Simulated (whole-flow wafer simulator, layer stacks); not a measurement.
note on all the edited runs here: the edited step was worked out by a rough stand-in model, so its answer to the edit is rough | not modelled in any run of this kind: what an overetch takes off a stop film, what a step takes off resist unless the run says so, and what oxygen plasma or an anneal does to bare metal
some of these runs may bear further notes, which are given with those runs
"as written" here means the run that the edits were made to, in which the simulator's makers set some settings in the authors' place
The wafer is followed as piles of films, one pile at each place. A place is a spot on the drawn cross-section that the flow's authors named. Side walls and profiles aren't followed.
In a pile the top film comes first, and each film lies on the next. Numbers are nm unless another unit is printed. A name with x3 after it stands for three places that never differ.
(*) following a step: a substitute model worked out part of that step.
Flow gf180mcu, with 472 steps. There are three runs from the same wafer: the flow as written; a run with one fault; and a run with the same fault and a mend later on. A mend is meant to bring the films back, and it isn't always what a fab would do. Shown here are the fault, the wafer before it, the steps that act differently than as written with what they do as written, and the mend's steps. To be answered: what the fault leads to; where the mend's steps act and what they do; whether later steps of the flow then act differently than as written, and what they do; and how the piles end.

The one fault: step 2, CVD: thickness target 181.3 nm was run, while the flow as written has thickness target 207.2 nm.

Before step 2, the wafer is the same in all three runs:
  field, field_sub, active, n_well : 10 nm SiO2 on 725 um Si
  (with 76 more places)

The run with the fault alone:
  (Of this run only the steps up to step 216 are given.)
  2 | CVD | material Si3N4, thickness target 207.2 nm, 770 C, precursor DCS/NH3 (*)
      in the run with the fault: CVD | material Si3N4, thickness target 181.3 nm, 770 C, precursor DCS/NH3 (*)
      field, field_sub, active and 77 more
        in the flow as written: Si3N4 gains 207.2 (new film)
        in the run with the fault: Si3N4 gains 181.3 (new film)
  Later steps of the flow acting differently than as written (not shown: 41 more steps that differ only slightly, by at most 2% or 0.5 nm, whichever is larger):
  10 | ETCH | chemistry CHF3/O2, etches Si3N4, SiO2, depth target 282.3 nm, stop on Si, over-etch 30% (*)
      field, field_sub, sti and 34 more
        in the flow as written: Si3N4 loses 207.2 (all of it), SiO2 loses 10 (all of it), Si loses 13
        in the run with the fault: Si3N4 loses 181.3 (all of it), SiO2 loses 10 (all of it), Si loses 18.2
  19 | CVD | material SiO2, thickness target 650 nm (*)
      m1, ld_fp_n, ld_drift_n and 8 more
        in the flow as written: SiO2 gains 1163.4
        in the run with the fault: SiO2 gains 1137.5
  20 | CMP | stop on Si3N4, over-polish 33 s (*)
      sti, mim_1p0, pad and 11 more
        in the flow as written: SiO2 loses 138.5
        in the run with the fault: SiO2 loses 164.4
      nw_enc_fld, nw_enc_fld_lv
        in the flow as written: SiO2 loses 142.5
        in the run with the fault: SiO2 loses 168.4
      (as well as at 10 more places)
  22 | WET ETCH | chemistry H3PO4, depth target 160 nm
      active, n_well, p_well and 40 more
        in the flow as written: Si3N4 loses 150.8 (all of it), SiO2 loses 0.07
        in the run with the fault: Si3N4 loses 124.9 (all of it), SiO2 loses 0.28
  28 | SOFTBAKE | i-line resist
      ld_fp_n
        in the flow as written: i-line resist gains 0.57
        in the run with the fault: nothing
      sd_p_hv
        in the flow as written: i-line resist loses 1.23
        in the run with the fault: i-line resist gains 0.77
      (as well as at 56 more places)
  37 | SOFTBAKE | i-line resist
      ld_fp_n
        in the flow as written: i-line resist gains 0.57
        in the run with the fault: nothing
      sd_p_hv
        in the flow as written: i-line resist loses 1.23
        in the run with the fault: i-line resist gains 0.77
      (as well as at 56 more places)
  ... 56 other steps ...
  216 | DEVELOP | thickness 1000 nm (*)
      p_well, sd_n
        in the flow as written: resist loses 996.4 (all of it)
        in the run with the fault: resist loses 970.4 (all of it)
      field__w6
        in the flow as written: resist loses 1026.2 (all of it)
        in the run with the fault: resist loses 1067.3 (all of it)
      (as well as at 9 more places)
  Once step 216 is done, the piles at field, field__w1, field__w2 and 65 more depart from the flow's by more than 2% or 0.5 nm, whichever is larger.
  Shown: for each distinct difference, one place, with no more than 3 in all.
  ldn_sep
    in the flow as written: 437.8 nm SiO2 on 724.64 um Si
    in the run with the fault: 412.1 nm SiO2 on 724.64 um Si
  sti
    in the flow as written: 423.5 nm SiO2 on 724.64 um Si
    in the run with the fault: 397.8 nm SiO2 on 724.64 um Si
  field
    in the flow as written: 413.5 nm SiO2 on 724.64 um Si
    in the run with the fault: 387.8 nm SiO2 on 724.64 um Si

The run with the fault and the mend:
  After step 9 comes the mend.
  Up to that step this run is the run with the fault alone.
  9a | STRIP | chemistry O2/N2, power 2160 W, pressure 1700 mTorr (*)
      active, n_well, p_well and 40 more
        KrF resist loses 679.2 (all of it)
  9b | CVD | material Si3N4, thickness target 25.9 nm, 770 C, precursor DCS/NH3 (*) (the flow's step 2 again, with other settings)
      field, field_sub, active and 77 more
        Si3N4 gains 25.9
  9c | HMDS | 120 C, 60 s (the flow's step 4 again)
      does not change any film at any place that is followed
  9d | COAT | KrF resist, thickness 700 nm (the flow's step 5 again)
      field, field_sub, active and 77 more
        KrF resist gains 700 (new film)
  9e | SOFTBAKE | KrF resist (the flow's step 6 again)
      does not change any film at any place that is followed
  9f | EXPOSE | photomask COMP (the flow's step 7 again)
      does not change any film at any place that is followed
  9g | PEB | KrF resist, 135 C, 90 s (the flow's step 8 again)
      field, field_sub, active and 77 more
        KrF resist loses 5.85
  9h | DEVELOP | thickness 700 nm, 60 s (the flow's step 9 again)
      active, n_well, p_well and 40 more
        KrF resist loses 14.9
      field, field_sub, sti and 34 more
        KrF resist loses 694.2 (all of it)
  Later steps of the flow that are run all act as written at every place that is followed, up to a difference of at most 2% or 0.5 nm, whichever is larger.
  By the end, the piles equal the flow's at every place that both follow.
